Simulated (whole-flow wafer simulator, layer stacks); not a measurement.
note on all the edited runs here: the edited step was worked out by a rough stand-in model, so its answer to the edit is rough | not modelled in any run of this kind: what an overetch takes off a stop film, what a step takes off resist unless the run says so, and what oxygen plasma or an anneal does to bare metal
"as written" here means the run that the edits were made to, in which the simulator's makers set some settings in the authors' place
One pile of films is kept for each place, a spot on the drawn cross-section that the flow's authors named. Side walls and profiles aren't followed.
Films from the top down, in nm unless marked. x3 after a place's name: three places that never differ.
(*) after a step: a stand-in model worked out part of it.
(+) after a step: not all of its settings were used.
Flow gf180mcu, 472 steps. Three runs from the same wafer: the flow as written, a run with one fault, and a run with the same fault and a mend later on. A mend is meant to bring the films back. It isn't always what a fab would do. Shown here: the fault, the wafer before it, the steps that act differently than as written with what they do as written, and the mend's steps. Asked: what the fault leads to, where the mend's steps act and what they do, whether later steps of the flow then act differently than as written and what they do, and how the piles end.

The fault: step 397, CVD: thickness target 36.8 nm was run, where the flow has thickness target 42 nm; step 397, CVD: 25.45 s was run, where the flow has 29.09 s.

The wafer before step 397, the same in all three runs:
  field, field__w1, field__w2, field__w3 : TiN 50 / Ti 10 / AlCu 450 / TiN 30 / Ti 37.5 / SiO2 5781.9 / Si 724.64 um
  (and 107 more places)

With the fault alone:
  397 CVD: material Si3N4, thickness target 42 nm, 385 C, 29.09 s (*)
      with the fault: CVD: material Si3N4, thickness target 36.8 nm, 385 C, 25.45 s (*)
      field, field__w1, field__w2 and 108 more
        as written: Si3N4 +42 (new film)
        with the fault: Si3N4 +36.8 (new film)
  Later steps of the flow that act differently than as written (6 more steps differ only slightly, by at most 2% or 0.5 nm, whichever is larger, and aren't shown):
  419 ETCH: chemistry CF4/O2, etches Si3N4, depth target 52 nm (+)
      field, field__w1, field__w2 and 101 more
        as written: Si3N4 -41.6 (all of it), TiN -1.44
        with the fault: Si3N4 -36.4 (all of it), TiN -2.17
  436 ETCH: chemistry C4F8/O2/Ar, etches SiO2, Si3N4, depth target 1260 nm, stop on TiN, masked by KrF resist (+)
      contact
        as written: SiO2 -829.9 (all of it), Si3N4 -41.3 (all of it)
        with the fault: SiO2 -829.9 (all of it), Si3N4 -36 (all of it)
  At the end the piles differ from the flow's by more than 2% or 0.5 nm, whichever is larger, at field__w4, field__w8, m1, m1__w1, mim, mim_1p0, m1_nw.
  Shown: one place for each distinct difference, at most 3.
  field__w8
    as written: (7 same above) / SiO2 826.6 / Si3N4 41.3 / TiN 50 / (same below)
    with the fault: (7 same above) / SiO2 826.6 / Si3N4 36 / TiN 50 / (same below)
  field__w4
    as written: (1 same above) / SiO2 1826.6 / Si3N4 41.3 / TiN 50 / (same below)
    with the fault: (1 same above) / SiO2 1826.6 / Si3N4 36 / TiN 50 / (same below)
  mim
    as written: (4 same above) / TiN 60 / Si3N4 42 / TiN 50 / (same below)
    with the fault: (4 same above) / TiN 60 / Si3N4 36.8 / TiN 50 / (same below)

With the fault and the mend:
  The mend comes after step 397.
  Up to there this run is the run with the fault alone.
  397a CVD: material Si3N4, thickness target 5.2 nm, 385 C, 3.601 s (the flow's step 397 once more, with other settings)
      field, field__w1, field__w2 and 108 more
        Si3N4 +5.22
  No later step of the flow acts differently than as written, at any place that is followed, by more than 2% or 0.5 nm, whichever is larger.
  At the end the piles differ from the flow's only slightly at the places that both follow, by at most 2% or 0.5 nm, whichever is larger.
